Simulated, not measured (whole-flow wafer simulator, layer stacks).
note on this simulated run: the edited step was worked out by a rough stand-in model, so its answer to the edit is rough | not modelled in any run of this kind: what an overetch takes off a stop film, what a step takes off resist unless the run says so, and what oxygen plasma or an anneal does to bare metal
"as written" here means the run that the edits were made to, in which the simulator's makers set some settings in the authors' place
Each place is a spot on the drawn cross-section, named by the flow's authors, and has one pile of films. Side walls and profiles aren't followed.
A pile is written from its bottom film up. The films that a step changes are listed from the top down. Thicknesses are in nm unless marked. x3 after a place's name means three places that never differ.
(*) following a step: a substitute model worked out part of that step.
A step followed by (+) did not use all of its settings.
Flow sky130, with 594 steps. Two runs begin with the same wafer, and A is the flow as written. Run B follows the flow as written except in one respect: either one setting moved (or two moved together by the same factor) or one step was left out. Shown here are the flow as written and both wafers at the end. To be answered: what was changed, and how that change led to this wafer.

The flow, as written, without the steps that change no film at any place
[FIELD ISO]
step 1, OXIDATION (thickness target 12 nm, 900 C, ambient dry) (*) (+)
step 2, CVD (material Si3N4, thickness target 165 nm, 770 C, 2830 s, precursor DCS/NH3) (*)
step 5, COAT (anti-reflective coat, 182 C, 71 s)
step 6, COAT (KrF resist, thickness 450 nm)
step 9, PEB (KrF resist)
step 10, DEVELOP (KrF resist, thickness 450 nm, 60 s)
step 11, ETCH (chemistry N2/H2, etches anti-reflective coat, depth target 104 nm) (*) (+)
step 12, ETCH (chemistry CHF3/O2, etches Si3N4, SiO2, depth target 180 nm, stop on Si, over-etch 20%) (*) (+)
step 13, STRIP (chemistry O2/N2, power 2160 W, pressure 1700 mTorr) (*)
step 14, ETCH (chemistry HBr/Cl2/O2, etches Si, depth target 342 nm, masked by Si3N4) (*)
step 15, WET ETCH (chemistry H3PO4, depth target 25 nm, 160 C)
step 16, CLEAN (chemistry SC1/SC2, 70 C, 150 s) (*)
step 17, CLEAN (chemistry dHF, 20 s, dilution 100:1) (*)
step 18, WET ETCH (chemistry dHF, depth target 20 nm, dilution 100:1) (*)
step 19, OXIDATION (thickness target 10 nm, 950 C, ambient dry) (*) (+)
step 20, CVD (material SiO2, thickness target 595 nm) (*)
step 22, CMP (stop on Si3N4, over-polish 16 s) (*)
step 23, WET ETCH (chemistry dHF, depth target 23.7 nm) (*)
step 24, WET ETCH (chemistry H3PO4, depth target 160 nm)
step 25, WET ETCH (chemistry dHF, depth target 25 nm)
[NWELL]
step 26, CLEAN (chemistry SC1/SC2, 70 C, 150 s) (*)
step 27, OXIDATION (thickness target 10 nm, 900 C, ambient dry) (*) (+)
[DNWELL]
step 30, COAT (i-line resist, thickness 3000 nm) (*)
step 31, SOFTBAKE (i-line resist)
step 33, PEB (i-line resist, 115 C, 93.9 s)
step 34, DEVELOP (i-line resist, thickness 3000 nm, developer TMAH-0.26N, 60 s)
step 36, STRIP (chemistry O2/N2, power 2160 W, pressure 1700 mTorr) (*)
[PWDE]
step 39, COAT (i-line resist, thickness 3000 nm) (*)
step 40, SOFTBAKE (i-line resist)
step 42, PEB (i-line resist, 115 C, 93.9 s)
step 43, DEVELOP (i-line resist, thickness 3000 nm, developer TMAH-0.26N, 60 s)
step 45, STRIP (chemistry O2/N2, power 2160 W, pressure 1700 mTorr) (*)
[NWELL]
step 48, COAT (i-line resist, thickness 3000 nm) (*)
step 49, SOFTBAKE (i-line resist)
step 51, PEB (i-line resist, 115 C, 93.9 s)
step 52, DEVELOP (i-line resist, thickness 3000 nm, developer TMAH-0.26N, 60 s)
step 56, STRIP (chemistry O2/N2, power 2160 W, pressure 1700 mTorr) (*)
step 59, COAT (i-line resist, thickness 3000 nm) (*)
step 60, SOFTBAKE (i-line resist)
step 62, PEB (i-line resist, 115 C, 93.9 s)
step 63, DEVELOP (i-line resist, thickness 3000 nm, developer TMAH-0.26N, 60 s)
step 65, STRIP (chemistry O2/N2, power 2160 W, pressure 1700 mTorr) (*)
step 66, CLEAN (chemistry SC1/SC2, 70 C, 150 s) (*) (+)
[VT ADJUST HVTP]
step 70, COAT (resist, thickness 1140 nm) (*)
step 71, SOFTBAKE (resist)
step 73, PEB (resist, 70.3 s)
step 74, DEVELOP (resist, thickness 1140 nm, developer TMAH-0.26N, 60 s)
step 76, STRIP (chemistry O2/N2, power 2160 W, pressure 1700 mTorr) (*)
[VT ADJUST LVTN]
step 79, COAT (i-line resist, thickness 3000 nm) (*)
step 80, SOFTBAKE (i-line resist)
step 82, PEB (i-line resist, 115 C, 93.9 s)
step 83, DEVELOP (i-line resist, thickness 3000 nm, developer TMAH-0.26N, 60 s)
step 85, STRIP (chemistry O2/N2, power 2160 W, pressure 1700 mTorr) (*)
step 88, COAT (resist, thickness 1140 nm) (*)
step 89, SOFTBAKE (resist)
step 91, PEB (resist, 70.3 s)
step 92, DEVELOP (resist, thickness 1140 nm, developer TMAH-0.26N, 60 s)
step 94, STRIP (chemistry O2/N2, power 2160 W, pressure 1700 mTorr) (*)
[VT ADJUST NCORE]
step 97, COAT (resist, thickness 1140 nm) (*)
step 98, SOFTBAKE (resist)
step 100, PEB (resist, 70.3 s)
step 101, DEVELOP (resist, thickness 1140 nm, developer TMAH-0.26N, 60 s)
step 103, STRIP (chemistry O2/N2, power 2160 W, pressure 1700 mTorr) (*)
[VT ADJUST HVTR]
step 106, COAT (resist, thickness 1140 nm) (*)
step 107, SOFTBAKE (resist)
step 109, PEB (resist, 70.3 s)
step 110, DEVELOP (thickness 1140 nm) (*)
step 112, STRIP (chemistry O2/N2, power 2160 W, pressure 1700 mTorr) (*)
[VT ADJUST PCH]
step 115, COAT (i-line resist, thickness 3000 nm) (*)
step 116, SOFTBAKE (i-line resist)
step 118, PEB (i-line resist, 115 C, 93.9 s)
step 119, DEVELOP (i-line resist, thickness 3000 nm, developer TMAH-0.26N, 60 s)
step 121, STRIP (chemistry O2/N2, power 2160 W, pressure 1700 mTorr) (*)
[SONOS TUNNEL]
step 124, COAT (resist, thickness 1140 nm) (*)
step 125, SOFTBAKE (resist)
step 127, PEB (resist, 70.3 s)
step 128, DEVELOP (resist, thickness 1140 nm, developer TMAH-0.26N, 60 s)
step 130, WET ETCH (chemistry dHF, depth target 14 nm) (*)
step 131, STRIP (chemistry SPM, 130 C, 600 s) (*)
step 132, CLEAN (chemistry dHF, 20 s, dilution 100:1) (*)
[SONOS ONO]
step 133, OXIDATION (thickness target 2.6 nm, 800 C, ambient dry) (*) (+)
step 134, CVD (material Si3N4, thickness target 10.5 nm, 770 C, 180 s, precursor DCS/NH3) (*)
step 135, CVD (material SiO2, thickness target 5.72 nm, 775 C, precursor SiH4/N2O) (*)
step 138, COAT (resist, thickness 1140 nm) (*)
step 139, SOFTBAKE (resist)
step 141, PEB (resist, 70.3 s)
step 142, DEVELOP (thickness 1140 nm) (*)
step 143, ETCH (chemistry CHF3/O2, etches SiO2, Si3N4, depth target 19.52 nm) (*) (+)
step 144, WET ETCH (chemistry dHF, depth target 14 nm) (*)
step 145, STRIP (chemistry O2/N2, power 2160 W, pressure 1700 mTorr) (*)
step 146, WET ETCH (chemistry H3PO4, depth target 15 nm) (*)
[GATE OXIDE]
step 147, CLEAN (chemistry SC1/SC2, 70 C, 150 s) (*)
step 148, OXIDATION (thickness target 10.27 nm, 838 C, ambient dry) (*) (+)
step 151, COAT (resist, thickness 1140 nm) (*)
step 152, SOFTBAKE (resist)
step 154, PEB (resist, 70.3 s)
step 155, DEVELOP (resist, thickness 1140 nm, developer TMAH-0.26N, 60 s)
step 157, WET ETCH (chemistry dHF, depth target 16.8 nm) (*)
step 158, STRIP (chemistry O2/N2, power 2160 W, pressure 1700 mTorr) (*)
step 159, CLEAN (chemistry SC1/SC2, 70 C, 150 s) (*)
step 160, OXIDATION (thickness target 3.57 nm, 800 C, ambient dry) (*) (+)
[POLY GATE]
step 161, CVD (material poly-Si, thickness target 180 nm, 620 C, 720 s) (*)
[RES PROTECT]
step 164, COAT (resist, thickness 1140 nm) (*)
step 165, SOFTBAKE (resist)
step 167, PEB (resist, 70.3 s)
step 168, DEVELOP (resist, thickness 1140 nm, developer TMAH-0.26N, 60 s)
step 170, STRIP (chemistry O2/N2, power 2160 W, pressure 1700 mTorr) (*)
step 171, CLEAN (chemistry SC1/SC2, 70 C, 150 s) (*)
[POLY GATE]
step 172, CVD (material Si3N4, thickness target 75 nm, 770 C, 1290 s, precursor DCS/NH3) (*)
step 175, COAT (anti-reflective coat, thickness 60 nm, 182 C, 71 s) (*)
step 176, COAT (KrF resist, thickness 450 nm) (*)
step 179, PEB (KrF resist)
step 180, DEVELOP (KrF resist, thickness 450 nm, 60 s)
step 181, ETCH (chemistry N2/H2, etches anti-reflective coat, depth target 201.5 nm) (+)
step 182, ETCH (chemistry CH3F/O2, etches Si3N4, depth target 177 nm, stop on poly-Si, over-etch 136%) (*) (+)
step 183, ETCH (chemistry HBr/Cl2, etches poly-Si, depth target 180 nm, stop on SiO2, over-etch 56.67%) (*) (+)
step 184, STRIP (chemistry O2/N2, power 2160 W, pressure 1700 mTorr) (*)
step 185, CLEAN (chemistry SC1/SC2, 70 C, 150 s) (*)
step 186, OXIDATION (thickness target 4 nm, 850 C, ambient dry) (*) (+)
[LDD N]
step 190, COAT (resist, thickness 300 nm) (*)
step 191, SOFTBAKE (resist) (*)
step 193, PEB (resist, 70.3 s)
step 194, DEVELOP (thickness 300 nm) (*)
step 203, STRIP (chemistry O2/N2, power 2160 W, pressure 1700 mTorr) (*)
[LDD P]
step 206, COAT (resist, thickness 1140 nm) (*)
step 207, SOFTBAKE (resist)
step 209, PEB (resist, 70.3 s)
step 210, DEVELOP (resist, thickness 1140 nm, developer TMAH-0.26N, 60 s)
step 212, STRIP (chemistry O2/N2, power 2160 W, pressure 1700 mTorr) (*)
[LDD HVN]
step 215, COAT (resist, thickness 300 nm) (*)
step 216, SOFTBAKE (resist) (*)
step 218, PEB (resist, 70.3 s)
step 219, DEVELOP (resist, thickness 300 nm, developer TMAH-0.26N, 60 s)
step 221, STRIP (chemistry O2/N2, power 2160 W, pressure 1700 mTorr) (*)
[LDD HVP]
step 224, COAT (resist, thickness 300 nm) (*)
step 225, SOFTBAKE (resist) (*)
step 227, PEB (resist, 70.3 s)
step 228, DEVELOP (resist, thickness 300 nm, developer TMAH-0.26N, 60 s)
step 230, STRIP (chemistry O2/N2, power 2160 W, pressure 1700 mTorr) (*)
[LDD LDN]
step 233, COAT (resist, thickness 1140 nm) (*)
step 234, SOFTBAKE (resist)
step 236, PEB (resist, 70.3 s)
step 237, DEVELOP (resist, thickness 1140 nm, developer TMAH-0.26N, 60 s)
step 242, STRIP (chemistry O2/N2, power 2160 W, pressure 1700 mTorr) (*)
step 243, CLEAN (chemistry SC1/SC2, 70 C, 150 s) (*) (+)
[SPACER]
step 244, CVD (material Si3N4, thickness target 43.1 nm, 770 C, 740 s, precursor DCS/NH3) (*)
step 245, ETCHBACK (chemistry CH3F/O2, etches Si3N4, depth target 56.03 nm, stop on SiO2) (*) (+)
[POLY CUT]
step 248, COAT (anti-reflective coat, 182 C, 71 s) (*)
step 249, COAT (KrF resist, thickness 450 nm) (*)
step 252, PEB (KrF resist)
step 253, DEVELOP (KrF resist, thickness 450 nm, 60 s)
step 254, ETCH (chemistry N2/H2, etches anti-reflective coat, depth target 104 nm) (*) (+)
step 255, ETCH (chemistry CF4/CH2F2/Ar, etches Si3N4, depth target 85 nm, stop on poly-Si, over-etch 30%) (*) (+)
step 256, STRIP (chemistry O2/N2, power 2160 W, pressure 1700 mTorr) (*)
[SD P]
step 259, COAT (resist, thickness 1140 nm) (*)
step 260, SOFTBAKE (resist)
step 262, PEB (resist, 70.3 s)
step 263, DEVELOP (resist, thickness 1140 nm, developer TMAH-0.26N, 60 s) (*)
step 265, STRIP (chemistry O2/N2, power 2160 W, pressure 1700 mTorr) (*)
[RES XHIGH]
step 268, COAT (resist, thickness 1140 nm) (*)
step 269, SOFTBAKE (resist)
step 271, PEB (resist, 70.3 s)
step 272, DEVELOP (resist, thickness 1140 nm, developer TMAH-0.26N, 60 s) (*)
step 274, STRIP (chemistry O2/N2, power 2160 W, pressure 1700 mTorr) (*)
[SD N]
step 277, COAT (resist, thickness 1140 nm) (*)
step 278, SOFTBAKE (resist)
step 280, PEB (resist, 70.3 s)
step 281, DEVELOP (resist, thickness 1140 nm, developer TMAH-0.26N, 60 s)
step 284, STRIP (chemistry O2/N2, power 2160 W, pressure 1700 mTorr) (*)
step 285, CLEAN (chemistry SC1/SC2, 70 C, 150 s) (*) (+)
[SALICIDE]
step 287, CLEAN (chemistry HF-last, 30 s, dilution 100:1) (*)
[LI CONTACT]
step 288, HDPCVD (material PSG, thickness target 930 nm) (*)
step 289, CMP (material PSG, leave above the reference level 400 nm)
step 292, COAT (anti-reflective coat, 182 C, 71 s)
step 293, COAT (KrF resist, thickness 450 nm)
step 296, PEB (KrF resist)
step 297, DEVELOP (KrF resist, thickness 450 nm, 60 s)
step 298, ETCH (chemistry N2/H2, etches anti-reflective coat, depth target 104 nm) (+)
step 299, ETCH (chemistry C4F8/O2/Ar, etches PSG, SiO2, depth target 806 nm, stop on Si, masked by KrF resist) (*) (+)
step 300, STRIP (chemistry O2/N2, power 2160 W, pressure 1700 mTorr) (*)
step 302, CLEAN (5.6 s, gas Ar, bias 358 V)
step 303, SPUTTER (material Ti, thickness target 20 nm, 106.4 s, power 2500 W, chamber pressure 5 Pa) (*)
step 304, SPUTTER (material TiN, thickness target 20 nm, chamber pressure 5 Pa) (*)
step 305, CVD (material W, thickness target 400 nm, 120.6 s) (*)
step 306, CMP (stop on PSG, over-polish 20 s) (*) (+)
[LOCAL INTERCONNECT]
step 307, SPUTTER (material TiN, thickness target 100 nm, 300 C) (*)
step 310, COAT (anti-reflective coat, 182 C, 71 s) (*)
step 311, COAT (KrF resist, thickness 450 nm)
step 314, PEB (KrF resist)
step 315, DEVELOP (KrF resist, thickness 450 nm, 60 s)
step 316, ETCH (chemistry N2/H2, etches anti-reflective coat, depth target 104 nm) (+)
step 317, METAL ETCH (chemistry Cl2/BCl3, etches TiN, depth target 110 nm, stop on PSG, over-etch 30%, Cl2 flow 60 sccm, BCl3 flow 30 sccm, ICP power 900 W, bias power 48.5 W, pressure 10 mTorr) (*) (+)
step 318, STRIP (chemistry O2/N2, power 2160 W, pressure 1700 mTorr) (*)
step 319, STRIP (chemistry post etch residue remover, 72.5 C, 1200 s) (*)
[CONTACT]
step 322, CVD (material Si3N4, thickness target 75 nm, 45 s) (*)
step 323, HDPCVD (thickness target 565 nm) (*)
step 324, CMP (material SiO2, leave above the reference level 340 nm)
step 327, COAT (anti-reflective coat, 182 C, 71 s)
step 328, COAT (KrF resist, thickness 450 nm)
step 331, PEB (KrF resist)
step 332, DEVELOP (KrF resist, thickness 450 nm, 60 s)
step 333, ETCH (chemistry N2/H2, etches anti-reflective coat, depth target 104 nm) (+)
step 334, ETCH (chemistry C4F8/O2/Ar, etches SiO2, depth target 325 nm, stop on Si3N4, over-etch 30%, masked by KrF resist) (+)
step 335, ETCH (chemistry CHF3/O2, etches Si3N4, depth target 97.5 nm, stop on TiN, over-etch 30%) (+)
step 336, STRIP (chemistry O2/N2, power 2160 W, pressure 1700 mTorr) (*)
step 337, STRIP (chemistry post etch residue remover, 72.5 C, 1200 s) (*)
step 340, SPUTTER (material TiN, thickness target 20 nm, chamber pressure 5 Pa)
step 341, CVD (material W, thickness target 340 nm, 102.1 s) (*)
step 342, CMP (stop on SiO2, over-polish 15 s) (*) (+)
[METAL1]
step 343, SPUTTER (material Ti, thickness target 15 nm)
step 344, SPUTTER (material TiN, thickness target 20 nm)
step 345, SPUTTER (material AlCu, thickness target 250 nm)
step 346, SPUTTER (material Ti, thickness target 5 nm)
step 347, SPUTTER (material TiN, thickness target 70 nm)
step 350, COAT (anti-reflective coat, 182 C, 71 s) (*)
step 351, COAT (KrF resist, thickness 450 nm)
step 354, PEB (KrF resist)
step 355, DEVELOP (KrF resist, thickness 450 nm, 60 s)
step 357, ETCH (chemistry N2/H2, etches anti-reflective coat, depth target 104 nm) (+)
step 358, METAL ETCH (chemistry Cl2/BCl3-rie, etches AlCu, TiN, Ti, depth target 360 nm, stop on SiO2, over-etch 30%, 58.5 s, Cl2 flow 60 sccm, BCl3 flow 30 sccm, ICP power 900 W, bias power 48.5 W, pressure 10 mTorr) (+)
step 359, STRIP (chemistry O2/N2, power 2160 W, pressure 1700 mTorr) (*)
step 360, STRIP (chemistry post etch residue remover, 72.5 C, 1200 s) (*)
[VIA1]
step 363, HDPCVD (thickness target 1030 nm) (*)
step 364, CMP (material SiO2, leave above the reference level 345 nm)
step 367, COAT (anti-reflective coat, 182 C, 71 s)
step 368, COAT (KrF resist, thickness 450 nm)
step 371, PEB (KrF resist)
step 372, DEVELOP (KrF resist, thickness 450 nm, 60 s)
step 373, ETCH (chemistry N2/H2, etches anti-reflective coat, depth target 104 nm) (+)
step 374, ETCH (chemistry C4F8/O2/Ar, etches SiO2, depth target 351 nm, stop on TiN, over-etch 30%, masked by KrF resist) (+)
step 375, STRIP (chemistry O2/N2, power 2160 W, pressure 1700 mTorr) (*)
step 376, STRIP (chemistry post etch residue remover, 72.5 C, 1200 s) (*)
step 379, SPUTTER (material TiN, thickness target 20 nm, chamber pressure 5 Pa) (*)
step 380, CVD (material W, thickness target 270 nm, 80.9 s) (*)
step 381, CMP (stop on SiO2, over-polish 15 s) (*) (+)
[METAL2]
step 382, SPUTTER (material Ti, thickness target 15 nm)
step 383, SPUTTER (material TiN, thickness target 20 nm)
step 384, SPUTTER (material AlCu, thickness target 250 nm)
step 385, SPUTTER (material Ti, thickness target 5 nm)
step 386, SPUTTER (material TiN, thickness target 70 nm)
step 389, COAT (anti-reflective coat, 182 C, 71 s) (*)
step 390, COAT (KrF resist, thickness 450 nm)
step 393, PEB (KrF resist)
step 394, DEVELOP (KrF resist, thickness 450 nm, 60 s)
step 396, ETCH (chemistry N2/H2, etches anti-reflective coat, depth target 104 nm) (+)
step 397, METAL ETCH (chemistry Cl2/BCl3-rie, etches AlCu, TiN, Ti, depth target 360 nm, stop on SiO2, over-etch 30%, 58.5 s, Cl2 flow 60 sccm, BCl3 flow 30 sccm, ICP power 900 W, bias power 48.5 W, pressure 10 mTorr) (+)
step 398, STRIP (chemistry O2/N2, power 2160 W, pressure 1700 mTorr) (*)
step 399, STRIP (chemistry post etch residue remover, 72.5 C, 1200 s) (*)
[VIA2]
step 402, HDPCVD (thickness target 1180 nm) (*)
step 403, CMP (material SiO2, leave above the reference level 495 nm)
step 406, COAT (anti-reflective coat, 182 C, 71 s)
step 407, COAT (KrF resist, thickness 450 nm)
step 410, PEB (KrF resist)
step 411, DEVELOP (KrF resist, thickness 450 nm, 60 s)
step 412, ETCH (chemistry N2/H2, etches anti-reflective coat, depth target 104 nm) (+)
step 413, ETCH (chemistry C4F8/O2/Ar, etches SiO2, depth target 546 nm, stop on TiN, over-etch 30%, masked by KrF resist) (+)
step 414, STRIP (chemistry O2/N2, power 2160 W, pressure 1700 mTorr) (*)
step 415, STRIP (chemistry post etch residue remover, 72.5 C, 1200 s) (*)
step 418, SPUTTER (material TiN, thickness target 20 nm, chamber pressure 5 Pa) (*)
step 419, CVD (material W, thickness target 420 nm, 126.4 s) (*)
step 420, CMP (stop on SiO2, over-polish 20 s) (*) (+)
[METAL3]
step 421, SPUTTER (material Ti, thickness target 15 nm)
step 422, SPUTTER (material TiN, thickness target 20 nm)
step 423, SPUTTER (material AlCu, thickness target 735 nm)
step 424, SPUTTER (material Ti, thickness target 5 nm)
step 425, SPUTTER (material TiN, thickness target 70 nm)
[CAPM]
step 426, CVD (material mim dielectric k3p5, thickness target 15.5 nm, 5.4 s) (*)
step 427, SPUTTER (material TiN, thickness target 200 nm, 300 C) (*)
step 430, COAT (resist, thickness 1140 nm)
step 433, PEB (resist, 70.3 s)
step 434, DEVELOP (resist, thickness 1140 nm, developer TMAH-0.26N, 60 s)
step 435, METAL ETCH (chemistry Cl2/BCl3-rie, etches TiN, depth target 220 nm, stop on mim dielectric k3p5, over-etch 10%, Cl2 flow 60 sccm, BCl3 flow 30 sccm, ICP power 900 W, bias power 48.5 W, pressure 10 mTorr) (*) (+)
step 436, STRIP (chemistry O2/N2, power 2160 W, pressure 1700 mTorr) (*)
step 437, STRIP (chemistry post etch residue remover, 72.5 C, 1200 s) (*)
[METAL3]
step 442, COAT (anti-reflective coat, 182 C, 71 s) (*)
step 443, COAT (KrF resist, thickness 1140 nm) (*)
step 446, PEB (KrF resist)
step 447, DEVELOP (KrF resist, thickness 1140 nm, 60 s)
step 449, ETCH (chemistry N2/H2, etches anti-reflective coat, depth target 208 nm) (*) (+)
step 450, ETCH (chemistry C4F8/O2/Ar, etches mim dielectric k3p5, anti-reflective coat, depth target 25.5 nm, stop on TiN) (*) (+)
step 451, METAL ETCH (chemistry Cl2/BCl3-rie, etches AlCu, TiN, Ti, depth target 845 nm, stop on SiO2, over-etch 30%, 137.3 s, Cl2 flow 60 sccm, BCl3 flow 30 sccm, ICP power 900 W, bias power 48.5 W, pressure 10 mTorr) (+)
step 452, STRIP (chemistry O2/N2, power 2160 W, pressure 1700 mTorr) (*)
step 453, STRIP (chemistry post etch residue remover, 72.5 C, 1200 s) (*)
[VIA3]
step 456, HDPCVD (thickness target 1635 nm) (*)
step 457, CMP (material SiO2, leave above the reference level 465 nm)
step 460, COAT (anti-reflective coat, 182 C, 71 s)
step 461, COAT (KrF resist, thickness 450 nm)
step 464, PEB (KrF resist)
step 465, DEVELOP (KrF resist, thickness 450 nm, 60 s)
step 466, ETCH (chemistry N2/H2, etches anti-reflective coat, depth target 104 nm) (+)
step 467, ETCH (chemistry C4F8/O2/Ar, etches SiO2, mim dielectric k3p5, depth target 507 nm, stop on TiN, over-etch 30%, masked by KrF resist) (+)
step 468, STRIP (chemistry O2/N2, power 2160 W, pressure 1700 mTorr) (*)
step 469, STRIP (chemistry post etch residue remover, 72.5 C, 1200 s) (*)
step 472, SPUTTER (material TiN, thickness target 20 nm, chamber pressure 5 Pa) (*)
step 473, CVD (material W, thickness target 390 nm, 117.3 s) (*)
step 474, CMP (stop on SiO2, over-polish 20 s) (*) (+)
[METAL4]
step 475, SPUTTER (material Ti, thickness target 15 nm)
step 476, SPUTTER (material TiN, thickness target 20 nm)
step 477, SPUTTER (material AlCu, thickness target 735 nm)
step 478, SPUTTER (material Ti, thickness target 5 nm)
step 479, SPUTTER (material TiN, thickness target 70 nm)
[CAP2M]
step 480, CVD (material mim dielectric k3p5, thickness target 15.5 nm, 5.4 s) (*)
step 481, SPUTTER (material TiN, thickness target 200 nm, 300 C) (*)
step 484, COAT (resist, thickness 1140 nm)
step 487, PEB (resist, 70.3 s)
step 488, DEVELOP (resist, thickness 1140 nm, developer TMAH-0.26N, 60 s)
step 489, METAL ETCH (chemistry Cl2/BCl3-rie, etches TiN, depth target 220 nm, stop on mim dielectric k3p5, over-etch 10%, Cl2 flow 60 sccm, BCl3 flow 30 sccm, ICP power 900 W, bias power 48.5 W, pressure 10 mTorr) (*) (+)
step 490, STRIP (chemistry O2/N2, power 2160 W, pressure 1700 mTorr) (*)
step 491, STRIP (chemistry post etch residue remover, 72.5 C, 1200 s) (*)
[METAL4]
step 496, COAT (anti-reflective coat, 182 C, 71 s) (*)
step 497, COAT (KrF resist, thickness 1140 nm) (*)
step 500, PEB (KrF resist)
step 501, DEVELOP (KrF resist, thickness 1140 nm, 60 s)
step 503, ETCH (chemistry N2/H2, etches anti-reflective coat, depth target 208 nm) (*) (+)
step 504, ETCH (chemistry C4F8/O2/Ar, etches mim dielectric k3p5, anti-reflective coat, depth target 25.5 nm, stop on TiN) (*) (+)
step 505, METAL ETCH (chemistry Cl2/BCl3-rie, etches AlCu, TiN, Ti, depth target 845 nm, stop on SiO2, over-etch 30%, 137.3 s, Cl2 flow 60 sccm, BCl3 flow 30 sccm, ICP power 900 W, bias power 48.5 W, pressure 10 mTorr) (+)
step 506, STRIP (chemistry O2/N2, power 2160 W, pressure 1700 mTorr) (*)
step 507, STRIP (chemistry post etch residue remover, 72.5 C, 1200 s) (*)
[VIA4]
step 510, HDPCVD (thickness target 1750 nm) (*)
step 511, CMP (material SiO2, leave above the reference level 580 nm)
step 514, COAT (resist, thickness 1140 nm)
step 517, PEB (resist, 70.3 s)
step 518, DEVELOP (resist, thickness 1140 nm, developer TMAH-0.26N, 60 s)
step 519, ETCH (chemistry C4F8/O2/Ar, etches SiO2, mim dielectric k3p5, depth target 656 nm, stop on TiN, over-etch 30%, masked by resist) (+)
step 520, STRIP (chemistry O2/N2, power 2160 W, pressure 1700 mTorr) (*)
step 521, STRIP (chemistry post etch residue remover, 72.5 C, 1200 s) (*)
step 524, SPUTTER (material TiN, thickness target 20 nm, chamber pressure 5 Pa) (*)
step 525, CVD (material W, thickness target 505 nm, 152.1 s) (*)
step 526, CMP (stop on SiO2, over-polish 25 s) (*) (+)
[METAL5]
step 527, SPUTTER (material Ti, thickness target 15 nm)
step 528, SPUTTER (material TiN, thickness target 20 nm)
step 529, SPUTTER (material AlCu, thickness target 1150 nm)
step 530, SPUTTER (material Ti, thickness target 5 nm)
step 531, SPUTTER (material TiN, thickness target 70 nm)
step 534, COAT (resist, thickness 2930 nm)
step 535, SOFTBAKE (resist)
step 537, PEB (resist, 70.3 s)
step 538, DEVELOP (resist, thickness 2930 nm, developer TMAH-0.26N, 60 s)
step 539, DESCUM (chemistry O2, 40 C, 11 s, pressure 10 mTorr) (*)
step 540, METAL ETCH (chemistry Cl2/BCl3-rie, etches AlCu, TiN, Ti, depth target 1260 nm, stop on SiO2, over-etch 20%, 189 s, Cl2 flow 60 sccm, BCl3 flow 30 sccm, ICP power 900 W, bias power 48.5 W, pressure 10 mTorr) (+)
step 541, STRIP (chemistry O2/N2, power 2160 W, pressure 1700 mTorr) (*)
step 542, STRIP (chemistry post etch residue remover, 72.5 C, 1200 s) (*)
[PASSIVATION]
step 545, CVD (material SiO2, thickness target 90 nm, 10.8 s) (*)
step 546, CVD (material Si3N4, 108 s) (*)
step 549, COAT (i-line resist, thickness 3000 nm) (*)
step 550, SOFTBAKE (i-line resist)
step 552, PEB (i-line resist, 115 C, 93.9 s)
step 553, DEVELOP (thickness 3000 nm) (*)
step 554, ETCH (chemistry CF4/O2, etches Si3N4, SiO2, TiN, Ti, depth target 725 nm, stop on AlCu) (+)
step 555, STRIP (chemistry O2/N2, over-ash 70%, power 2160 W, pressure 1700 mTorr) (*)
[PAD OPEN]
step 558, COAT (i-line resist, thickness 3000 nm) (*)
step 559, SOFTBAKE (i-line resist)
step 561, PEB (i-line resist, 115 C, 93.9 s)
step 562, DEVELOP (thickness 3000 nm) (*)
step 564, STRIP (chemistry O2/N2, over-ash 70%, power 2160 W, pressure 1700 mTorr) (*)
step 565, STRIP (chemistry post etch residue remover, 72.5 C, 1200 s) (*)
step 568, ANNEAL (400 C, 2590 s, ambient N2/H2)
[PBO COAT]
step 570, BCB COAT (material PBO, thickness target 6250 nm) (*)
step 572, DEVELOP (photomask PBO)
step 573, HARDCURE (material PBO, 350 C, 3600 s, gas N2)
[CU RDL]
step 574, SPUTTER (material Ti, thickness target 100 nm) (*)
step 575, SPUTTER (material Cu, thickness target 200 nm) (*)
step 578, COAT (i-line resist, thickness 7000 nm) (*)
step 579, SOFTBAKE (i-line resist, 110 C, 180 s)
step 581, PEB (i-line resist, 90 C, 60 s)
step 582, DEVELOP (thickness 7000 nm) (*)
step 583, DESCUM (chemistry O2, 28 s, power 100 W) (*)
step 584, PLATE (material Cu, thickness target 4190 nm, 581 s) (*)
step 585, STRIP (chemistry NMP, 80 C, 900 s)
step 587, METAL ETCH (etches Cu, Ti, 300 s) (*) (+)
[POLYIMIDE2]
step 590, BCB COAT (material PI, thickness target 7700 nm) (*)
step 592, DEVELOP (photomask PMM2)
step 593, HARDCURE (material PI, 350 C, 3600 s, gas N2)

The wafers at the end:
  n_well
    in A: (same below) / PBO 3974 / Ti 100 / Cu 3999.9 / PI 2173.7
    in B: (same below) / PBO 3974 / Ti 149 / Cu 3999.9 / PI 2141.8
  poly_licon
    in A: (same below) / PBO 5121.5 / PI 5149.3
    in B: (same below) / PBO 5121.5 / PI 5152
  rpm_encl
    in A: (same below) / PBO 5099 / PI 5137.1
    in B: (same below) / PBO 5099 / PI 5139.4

The reason: step 574, SPUTTER: thickness target 149 nm was run, while the flow as written has thickness target 100 nm.
The wafer lets one read it off: n_well has Ti 149, and step 574 as written asks for 100 nm.

How this came from the change, step by step:
  step 574, SPUTTER (material Ti, thickness target 100 nm) (*)
      field, active, n_well and 190 more: A +100 Ti (new film) | B +149 Ti (new film)
  step 587, METAL ETCH (etches Cu, Ti, 300 s) (*) (+)
      field, active, gate and 167 more: A -200 Cu (all of it), -100 Ti (all of it) | B -200 Cu (all of it), -149 Ti (all of it)
  step 590, BCB COAT (material PI, thickness target 7700 nm) (*)
      de16_gate_nw: A +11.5 um PI (new film) | B +11.55 um PI (new film)
